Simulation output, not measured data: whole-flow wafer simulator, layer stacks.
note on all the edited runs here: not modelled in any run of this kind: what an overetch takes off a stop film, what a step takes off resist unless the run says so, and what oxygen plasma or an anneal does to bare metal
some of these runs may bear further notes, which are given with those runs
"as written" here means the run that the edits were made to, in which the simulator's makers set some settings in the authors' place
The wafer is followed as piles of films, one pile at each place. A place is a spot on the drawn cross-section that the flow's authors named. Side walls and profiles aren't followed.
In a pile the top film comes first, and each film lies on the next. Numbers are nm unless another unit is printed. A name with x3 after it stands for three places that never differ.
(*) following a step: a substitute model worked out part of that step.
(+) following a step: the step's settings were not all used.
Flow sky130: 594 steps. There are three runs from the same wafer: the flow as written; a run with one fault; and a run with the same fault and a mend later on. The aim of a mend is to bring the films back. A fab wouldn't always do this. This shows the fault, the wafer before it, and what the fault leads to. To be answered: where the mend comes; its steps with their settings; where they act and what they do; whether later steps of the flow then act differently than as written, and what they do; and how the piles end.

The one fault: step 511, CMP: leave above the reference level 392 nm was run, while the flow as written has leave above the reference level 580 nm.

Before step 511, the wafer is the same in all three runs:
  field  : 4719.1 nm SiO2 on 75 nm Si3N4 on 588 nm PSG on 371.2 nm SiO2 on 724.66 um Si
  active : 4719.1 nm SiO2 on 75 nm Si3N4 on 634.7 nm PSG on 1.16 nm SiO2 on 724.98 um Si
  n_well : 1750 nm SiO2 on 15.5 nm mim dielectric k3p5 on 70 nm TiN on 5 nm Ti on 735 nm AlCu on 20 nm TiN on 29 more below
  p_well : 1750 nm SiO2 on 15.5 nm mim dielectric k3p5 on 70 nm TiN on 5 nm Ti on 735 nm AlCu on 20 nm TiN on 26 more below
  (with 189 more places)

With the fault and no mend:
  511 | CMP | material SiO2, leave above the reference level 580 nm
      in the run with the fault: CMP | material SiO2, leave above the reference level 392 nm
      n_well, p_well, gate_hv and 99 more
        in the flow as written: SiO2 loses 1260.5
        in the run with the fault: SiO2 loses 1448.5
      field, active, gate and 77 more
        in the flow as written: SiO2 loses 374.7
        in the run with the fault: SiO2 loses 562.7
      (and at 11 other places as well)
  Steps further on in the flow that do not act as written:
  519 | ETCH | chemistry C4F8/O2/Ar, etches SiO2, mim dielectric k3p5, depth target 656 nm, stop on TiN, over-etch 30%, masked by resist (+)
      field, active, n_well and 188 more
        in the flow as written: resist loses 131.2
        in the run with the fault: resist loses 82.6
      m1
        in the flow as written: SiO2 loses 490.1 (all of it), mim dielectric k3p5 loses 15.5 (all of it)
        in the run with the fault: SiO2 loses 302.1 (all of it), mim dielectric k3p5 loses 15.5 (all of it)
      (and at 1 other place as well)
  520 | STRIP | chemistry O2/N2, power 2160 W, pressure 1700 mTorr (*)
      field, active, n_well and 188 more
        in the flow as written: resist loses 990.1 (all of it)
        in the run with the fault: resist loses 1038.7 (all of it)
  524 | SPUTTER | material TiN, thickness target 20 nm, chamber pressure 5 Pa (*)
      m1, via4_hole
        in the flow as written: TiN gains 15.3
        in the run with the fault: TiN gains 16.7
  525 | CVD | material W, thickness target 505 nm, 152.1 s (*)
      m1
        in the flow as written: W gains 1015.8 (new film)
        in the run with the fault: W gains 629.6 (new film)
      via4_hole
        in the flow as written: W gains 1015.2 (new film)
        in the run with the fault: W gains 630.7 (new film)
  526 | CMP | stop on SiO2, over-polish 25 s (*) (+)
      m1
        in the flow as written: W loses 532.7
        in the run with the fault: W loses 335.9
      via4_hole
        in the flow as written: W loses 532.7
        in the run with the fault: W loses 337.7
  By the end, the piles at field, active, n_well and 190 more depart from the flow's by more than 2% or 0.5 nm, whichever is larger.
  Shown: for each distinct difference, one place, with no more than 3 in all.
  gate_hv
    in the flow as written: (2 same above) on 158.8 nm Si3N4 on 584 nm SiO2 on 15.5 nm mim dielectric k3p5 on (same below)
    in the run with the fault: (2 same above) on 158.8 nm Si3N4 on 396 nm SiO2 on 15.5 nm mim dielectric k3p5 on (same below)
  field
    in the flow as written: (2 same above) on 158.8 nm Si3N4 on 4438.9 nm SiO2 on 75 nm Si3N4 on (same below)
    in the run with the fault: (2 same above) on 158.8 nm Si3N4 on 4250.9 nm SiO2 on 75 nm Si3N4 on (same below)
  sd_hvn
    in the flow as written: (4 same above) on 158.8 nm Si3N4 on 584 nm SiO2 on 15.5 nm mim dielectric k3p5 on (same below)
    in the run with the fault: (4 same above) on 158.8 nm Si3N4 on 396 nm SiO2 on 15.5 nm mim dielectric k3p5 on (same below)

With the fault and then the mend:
  The mend stands after step 518.
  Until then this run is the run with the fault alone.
  518a | STRIP | chemistry O2/N2, power 2160 W, pressure 1700 mTorr (*)
      field, active, n_well and 188 more
        resist loses 1121.3 (all of it)
  518b | HDPCVD | thickness target 188 nm (*) (a further turn of the flow's step 510, with different settings)
      field, active, n_well and 190 more
        SiO2 gains 188
  518c | HMDS | 120 C, 60 s (a further turn of the flow's step 513)
      does not change any film at any place that is followed
  518d | COAT | resist, thickness 1140 nm (a further turn of the flow's step 514)
      field, active, n_well and 190 more
        resist gains 1140 (new film)
  518e | SOFTBAKE | resist (a further turn of the flow's step 515)
      does not change any film at any place that is followed
  518f | EXPOSE | photomask VIM4, dose 133.8 mJ/cm2, NA 0.6, wavelength 365 nm (*) (a further turn of the flow's step 516)
      does not change any film at any place that is followed
  518g | PEB | resist, 70.3 s (a further turn of the flow's step 517)
      field, active, n_well and 190 more
        resist loses 18.7
  518h | DEVELOP | resist, thickness 1140 nm, developer TMAH-0.26N, 60 s (a further turn of the flow's step 518)
      m1, via4_hole
        resist loses 1121.3 (all of it)
  None of the later steps of the flow acts differently than as written at any place that is followed.
  By the end, the piles equal the flow's at every place that both follow.
